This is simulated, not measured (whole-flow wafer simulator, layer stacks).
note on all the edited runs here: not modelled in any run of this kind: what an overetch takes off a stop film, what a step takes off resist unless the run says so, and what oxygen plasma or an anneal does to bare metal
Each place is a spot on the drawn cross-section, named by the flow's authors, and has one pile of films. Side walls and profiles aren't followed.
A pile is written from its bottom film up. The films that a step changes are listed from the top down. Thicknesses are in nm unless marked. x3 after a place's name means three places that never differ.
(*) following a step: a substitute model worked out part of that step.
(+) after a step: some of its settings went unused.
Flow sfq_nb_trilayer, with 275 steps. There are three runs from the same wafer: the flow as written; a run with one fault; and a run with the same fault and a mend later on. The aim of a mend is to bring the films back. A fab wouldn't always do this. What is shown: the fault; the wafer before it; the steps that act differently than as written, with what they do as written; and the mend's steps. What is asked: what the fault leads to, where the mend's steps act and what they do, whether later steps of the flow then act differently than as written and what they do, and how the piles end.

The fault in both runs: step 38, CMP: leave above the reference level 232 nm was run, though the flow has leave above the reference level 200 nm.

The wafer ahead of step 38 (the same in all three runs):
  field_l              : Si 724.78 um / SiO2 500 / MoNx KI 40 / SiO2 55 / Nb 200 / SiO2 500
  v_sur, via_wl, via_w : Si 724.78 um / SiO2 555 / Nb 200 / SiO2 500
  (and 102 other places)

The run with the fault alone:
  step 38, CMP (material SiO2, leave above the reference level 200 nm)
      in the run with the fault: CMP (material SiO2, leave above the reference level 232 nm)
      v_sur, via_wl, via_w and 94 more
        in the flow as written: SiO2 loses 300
        in the run with the fault: SiO2 loses 268
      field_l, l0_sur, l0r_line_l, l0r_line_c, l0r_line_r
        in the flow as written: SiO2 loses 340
        in the run with the fault: SiO2 loses 308
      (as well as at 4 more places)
  Steps further on in the flow that do not act as written (3 more steps, not shown, differ only slightly: by at most 2% or 0.5 nm, whichever is larger):
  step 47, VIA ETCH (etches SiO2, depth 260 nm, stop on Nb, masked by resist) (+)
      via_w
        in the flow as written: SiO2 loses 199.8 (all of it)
        in the run with the fault: SiO2 loses 231.8 (all of it)
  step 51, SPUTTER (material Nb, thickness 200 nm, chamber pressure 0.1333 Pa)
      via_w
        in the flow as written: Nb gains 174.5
        in the run with the fault: Nb gains 168.6
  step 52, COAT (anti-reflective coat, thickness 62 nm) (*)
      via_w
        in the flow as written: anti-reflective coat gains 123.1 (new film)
        in the run with the fault: anti-reflective coat gains 130 (new film)
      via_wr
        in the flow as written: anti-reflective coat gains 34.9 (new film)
        in the run with the fault: anti-reflective coat gains 33.6 (new film)
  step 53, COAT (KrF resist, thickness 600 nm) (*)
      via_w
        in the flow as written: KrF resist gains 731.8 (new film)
        in the run with the fault: KrF resist gains 757.7 (new film)
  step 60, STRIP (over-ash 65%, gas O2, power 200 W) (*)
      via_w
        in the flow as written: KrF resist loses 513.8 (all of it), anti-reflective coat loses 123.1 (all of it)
        in the run with the fault: KrF resist loses 539.7 (all of it), anti-reflective coat loses 130 (all of it)
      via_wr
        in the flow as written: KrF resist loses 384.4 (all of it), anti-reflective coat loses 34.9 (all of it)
        in the run with the fault: KrF resist loses 381.8 (all of it), anti-reflective coat loses 33.6 (all of it)
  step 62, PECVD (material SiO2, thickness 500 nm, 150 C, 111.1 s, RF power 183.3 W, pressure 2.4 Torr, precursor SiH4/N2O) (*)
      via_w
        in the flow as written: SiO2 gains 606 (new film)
        in the run with the fault: SiO2 gains 644 (new film)
  By the end, the piles at v_sur, via_wl, via_w and 37 more depart from the flow's by more than 2% or 0.5 nm, whichever is larger.
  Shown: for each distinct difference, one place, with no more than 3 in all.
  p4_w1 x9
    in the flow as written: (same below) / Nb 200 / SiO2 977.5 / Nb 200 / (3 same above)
    in the run with the fault: (same below) / Nb 200 / SiO2 1009.5 / Nb 200 / (3 same above)
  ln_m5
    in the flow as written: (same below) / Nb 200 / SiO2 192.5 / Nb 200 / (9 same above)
    in the run with the fault: (same below) / Nb 200 / SiO2 224.5 / Nb 200 / (9 same above)
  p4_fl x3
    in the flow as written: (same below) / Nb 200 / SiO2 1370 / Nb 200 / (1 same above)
    in the run with the fault: (same below) / Nb 200 / SiO2 1402 / Nb 200 / (1 same above)

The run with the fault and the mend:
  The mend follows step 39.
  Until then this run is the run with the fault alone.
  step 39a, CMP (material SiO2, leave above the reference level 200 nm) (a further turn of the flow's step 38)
      field_l, v_sur, via_wl and 103 more
        SiO2 loses 32
  Every later step of the flow that is run acts as written at every place that is followed.
  At every place that both follow, the piles at the end match the flow's.
